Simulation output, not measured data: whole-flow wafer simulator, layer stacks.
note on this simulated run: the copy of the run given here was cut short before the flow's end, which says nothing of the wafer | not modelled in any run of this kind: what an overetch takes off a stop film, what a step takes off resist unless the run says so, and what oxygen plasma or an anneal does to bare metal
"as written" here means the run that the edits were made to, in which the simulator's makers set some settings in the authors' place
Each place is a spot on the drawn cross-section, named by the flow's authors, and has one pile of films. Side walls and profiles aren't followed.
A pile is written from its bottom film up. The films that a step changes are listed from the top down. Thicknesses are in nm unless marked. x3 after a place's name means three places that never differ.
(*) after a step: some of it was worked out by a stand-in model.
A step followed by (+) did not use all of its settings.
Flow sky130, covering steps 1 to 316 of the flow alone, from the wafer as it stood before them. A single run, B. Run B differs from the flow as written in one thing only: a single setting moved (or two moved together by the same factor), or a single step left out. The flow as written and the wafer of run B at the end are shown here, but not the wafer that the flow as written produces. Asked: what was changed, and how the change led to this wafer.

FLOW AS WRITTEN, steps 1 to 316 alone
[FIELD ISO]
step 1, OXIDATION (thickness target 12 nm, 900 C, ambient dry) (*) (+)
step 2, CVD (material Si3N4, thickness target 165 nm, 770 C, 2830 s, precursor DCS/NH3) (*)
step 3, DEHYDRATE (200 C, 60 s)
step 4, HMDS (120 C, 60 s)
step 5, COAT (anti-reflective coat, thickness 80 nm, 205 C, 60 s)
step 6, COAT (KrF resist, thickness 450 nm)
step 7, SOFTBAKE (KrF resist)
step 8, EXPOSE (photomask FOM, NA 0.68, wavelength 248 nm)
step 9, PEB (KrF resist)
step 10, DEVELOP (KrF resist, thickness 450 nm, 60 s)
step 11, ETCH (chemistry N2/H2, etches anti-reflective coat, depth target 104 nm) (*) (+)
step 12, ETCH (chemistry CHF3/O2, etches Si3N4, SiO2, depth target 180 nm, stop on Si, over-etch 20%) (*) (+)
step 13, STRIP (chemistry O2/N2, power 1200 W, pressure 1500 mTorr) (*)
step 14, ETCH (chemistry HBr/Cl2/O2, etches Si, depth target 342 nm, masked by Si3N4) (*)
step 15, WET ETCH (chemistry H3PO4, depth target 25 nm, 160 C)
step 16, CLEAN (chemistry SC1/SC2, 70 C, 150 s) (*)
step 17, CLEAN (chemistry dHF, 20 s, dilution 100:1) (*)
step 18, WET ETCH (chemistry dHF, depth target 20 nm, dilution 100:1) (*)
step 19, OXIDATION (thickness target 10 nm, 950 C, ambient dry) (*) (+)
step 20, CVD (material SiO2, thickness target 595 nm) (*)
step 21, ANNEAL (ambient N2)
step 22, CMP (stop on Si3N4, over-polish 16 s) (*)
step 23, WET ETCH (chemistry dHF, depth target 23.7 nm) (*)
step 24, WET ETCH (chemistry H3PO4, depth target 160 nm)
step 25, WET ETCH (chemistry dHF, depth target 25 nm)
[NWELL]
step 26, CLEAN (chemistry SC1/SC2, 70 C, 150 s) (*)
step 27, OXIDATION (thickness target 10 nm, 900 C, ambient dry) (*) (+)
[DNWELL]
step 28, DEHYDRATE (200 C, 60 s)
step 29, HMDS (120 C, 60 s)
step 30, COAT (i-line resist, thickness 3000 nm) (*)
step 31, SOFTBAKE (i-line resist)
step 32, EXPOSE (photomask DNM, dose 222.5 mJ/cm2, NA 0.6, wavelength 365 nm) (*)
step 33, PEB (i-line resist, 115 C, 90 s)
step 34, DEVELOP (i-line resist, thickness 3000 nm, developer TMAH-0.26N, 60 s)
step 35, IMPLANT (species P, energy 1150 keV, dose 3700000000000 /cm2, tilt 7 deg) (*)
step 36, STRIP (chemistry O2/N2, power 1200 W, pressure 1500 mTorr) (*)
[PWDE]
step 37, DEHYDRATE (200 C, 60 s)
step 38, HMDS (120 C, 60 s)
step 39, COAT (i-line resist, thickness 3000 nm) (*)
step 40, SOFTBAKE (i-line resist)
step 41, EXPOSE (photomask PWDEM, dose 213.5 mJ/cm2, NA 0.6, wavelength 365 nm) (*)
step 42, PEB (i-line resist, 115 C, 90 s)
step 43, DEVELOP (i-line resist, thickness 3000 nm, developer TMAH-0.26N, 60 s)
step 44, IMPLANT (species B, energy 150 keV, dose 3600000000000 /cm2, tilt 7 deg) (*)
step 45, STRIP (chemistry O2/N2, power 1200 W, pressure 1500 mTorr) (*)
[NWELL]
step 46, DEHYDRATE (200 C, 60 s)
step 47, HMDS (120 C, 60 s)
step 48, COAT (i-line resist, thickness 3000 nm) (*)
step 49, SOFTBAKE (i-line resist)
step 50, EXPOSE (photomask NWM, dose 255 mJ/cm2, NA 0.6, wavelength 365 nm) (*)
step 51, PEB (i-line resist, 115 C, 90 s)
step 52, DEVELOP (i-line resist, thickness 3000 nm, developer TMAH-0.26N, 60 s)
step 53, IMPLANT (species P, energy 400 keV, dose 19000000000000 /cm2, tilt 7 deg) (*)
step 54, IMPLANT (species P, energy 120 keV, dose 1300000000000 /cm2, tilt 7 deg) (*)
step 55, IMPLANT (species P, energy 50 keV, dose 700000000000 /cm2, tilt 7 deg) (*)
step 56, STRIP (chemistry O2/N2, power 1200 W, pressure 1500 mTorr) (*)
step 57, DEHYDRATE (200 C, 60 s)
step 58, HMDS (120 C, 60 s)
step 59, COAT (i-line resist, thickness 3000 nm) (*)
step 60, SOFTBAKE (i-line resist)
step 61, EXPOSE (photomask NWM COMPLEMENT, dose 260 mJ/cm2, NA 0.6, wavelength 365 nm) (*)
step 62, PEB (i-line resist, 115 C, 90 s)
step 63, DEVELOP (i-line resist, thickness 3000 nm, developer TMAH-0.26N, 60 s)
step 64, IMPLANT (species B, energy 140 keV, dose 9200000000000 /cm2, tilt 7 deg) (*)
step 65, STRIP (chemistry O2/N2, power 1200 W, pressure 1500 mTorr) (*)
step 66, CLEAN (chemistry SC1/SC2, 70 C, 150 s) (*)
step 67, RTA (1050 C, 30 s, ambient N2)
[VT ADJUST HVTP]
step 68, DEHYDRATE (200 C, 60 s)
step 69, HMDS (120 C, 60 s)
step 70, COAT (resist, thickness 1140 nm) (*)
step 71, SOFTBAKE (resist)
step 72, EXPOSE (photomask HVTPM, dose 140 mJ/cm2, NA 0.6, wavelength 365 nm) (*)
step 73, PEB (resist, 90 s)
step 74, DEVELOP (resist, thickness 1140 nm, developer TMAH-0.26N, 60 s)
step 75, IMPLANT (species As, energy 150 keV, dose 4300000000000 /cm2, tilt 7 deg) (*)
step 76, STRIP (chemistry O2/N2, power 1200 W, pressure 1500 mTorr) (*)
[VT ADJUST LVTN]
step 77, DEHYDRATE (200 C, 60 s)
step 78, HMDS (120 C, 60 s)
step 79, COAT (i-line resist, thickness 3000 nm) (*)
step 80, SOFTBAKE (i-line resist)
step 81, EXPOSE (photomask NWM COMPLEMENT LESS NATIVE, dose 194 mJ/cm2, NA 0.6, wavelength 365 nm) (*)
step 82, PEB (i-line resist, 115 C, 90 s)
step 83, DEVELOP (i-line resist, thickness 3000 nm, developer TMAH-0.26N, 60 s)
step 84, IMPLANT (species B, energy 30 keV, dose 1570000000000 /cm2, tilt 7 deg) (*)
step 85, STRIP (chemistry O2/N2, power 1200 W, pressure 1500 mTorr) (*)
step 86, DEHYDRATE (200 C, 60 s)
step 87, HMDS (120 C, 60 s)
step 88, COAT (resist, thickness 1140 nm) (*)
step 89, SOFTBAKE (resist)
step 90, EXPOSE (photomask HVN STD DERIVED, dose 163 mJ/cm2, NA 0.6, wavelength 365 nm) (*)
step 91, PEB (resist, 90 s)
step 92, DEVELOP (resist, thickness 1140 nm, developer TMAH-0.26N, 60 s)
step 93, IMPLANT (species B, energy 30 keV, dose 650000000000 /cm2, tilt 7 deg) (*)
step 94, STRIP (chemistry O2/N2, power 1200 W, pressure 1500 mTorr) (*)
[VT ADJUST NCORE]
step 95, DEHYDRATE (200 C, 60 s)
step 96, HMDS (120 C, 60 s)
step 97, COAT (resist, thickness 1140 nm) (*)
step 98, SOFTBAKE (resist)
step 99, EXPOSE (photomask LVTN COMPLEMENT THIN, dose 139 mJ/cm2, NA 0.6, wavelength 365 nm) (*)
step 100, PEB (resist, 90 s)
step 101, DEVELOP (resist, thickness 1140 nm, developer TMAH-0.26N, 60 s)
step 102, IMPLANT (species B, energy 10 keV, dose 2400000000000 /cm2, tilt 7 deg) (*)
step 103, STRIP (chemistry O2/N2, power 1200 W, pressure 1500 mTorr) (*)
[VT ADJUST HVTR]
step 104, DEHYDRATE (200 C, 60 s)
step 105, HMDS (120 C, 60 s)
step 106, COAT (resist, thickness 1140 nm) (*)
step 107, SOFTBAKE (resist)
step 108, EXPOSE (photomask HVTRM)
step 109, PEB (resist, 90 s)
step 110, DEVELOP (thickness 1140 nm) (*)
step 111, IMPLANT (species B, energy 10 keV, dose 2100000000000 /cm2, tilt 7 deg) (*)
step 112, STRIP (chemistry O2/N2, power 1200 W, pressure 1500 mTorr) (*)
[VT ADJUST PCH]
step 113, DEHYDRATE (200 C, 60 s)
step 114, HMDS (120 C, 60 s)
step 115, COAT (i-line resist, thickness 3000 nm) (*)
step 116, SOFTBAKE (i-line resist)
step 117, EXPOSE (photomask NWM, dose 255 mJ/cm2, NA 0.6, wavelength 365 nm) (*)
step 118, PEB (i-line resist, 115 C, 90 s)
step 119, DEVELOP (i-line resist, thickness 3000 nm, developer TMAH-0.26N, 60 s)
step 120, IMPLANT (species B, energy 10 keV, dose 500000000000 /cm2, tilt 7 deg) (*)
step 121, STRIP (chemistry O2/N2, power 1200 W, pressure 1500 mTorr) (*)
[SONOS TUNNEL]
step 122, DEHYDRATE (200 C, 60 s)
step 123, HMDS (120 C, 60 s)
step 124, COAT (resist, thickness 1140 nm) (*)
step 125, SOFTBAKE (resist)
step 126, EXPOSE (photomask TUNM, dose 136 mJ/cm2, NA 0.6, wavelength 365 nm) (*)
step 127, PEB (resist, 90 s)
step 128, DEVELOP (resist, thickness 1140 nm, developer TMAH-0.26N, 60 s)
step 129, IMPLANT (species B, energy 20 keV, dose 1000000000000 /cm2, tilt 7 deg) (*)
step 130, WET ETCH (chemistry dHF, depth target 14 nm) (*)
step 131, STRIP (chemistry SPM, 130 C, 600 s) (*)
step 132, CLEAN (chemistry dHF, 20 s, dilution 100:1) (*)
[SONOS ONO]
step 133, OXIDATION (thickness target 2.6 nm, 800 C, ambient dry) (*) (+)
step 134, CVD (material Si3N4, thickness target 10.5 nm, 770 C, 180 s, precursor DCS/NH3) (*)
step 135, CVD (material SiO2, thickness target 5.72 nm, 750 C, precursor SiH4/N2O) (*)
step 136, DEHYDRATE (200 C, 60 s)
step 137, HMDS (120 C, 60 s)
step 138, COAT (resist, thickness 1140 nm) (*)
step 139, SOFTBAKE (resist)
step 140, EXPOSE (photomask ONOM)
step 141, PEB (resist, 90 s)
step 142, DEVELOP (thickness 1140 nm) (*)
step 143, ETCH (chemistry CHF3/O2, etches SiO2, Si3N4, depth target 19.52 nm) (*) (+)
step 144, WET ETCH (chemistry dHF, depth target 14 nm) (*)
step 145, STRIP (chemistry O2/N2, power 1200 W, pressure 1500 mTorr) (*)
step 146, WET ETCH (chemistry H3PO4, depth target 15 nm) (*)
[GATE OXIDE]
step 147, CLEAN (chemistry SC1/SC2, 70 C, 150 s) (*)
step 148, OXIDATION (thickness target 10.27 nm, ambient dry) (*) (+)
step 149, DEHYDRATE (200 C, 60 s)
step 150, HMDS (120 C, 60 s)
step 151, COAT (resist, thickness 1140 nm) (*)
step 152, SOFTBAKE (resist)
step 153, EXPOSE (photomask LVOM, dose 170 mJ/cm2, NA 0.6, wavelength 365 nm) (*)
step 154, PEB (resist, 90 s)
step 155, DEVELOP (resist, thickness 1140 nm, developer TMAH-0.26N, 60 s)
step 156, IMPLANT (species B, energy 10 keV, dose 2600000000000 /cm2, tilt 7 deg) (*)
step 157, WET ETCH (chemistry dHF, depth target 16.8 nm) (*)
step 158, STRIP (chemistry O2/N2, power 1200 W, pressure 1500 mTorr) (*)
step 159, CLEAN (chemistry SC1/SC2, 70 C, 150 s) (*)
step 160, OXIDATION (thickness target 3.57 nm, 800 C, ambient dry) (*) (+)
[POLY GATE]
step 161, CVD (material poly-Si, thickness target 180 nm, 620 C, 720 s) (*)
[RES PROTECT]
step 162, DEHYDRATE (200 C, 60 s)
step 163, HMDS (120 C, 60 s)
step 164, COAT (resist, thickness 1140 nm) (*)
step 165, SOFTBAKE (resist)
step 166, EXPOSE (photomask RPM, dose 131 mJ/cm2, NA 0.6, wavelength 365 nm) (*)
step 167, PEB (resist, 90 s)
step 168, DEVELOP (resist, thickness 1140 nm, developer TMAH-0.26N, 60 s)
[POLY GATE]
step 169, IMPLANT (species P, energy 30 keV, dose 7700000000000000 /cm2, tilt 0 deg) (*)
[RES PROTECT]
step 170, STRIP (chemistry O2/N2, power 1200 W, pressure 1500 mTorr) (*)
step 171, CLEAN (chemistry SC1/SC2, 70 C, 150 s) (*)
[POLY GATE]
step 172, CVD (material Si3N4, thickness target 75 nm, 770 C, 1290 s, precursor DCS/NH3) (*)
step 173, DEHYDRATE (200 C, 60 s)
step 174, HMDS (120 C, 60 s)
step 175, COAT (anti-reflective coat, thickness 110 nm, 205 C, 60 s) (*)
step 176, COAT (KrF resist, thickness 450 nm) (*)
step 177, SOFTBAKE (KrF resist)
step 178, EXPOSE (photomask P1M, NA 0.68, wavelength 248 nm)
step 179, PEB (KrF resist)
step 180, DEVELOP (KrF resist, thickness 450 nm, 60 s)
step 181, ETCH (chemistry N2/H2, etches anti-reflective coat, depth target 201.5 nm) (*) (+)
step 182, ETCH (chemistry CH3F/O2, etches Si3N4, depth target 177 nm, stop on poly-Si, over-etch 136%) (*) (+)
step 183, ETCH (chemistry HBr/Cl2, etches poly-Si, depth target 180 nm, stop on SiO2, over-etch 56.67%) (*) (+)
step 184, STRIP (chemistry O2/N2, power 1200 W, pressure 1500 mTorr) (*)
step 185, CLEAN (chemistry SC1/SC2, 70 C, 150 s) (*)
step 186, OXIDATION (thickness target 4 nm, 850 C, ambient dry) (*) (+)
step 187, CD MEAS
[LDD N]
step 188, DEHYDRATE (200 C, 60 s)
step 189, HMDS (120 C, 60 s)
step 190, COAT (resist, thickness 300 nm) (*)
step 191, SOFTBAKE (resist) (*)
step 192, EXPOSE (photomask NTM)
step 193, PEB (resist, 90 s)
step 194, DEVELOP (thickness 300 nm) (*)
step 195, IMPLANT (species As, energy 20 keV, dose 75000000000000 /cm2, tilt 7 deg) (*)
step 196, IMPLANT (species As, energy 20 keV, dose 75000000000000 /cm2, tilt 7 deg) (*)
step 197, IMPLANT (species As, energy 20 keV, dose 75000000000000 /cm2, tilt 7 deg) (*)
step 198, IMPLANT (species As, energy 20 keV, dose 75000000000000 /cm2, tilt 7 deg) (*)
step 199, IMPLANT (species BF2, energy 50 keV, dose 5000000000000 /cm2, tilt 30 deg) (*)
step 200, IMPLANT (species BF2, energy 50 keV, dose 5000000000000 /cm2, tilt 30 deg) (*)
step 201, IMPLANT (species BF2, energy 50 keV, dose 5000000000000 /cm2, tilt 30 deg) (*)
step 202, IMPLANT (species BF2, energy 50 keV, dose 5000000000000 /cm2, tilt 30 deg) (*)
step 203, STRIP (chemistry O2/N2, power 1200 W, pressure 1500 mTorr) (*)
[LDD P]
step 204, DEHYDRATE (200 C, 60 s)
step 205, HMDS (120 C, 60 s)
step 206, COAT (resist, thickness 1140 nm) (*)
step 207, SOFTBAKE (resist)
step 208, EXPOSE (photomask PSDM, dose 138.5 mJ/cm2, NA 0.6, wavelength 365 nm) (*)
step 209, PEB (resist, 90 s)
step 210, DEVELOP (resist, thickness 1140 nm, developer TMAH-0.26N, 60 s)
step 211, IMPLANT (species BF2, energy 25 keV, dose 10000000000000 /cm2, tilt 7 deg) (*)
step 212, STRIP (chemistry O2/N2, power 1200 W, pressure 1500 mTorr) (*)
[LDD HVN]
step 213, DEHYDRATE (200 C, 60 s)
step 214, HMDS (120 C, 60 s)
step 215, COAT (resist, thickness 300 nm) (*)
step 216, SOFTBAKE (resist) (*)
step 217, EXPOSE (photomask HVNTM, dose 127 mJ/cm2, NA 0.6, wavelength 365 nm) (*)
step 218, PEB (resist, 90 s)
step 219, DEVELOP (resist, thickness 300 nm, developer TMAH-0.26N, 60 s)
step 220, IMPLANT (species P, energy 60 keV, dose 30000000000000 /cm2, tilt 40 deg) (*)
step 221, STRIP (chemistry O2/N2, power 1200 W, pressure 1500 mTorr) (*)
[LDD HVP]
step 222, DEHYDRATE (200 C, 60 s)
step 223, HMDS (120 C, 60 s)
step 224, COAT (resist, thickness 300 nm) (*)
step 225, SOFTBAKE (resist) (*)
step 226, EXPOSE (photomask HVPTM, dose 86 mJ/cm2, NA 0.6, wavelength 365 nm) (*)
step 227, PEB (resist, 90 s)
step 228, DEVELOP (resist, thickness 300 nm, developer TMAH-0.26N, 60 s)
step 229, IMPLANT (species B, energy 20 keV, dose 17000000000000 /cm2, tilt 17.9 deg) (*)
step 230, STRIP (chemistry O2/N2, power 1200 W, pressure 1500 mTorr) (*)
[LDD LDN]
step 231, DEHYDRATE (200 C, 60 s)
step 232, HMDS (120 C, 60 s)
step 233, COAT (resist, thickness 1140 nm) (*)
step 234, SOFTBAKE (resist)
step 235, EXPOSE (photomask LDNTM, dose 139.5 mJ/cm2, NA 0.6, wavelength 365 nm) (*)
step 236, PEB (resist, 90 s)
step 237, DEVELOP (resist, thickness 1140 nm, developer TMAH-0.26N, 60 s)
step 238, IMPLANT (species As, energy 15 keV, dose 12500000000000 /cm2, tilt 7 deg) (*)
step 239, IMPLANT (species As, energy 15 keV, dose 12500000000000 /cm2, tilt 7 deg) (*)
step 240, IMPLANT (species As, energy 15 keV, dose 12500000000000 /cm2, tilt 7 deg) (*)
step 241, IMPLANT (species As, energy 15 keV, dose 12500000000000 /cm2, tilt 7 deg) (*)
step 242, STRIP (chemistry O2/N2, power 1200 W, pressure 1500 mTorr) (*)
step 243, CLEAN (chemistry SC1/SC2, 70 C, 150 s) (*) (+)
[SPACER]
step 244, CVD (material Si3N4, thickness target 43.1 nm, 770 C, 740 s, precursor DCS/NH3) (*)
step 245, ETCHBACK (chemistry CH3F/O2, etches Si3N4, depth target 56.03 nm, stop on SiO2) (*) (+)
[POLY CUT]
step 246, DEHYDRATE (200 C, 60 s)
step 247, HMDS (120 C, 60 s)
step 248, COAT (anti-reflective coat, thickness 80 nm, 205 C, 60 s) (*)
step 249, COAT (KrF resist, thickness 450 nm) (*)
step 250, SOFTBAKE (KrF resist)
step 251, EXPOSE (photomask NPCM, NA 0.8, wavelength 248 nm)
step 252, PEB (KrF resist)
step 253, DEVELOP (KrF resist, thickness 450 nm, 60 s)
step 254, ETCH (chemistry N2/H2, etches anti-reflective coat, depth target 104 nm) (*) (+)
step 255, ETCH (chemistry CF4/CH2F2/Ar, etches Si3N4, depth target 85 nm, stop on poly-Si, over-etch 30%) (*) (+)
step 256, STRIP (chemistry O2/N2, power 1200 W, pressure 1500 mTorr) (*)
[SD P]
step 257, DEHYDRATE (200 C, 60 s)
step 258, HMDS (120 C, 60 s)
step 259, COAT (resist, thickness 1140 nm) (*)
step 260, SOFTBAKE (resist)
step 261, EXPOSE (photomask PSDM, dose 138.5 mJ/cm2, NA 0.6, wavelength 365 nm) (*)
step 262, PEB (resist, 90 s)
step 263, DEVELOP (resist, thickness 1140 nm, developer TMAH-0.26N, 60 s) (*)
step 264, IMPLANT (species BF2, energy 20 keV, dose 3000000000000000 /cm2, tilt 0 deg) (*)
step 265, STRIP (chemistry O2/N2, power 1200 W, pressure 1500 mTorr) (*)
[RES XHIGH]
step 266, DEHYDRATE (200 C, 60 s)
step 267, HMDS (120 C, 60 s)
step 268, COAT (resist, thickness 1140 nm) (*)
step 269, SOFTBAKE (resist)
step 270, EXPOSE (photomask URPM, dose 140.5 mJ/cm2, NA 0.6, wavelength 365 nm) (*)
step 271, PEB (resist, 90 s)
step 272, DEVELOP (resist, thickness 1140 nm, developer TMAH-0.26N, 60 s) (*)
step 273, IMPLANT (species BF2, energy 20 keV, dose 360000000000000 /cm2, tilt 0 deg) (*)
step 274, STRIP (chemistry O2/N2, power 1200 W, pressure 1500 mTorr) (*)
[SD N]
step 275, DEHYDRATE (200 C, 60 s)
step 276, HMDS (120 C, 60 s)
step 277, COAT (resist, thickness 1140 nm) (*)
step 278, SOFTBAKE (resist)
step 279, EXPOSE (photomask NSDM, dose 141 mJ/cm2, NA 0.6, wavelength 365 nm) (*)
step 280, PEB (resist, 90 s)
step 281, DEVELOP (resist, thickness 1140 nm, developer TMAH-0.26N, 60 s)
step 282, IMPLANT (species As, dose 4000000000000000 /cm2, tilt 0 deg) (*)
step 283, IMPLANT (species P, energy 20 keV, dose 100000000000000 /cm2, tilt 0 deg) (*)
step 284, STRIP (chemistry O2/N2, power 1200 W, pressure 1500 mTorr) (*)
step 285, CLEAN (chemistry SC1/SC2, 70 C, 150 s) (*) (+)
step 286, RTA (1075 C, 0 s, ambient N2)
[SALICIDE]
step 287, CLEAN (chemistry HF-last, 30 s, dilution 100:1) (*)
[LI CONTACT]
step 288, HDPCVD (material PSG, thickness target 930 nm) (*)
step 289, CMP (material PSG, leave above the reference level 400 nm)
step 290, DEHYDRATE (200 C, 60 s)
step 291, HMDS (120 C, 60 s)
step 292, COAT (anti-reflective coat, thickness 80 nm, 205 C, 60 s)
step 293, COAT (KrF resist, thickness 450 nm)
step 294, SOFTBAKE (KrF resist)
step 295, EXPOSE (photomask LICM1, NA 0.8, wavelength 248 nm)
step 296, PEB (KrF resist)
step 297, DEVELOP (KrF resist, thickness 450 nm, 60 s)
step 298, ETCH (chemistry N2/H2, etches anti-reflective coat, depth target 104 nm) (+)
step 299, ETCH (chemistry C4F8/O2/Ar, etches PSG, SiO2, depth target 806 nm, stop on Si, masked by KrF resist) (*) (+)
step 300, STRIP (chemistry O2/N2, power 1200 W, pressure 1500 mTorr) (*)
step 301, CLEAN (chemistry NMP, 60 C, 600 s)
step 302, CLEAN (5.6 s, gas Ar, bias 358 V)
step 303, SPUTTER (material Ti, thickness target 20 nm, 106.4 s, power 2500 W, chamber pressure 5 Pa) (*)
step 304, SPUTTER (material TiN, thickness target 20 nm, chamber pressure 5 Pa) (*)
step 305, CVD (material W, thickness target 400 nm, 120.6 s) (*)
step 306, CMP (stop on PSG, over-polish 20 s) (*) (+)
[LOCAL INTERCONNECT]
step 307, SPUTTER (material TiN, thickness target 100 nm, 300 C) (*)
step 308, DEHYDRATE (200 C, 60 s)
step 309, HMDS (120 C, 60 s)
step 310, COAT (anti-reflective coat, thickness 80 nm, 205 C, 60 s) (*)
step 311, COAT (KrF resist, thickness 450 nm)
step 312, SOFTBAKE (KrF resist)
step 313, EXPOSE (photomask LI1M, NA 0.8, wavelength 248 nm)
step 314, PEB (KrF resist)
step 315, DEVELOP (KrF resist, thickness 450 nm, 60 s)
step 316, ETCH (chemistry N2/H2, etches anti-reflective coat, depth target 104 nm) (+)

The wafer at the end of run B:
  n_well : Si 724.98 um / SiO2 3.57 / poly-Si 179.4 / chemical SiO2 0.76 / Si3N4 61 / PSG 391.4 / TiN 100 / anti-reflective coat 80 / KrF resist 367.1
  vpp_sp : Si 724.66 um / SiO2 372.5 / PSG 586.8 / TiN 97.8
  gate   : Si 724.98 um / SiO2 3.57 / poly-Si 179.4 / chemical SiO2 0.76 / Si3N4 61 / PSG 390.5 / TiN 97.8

What caused this: step 316, ETCH: depth target 119 nm was run, whereas the flow has depth target 104 nm.

The path from the change to this, step by step:
  step 316, ETCH (chemistry N2/H2, etches anti-reflective coat, depth target 104 nm) (+)
      n_well, p_well, gate_hv and 97 more: KrF resist loses 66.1 (in the flow as written it would be: KrF resist loses 57.8)
      field, active, gate and 87 more: anti-reflective coat loses 80 (all of it), TiN loses 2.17 (in the flow as written it would be: anti-reflective coat loses 80 (all of it), TiN loses 1.33)
      (also at 1 further place)
